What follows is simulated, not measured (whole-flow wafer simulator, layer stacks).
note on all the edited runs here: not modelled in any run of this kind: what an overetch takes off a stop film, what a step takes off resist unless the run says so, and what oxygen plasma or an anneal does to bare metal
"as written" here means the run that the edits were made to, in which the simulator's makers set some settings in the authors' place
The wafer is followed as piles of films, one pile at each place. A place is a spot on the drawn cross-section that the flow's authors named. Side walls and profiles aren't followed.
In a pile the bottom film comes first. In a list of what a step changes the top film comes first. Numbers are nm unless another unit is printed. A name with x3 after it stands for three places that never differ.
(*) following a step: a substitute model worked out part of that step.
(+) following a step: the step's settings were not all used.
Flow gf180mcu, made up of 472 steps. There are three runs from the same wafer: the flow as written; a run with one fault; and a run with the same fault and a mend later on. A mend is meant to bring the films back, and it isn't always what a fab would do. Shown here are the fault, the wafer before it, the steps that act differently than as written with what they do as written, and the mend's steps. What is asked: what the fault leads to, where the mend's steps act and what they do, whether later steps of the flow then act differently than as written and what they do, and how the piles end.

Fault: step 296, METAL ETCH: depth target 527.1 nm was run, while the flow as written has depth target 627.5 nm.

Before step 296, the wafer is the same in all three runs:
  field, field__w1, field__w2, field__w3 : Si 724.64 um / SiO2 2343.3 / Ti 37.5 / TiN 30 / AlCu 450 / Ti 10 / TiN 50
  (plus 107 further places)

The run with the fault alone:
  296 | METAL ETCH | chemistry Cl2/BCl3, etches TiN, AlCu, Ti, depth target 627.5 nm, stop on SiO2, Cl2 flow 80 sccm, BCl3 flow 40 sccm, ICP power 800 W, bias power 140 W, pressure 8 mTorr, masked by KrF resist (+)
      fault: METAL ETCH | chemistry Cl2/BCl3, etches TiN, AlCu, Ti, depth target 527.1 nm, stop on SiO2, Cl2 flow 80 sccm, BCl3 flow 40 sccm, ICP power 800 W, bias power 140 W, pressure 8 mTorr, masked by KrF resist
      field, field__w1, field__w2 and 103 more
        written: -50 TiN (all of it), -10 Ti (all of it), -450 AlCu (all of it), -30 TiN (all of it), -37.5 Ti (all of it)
        fault: -50 TiN (all of it), -10 Ti (all of it), -450 AlCu (all of it), -17.1 TiN
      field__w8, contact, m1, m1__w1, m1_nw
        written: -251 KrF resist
        fault: -210.8 KrF resist
  Steps further on in the flow that do not act as written (1 more step, not shown, differs only slightly: by at most 2% or 0.5 nm, whichever is larger):
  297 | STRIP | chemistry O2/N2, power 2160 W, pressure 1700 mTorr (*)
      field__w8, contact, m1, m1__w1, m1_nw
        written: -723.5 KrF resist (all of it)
        fault: -763.7 KrF resist (all of it)
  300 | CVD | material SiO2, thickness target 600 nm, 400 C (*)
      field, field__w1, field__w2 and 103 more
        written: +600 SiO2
        fault: +600 SiO2 (new film)
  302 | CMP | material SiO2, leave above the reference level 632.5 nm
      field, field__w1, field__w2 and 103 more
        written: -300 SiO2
        fault: -350 SiO2
  The piles end different from the flow's at field, field__w1, field__w2 and 104 more by more than 2% or 0.5 nm, whichever is larger.
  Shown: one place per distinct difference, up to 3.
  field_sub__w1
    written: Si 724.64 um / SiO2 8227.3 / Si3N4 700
    fault: Si 724.64 um / SiO2 2343.2 / Ti 37.5 / TiN 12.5 / SiO2 5834 / Si3N4 700
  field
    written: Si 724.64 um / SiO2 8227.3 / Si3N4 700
    fault: Si 724.64 um / SiO2 2343.3 / Ti 37.5 / TiN 12.5 / SiO2 5834 / Si3N4 700
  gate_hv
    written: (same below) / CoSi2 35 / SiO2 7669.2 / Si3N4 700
    fault: (same below) / CoSi2 35 / SiO2 1785.1 / Ti 37.5 / TiN 12.5 / SiO2 5834 / Si3N4 700

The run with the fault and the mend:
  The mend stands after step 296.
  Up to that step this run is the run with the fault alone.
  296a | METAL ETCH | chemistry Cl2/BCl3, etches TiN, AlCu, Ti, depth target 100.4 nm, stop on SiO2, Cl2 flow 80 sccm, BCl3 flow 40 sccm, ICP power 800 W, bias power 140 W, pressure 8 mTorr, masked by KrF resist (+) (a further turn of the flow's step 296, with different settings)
      field, field__w1, field__w2 and 103 more
        -12.9 TiN (all of it), -37.5 Ti (all of it)
      field__w8, contact, m1, m1__w1, m1_nw
        -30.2 KrF resist
  Every later step of the flow that is run acts as written, at every place that is followed, to within 2% or 0.5 nm, whichever is larger.
  At every place that both follow, the piles at the end match the flow's.
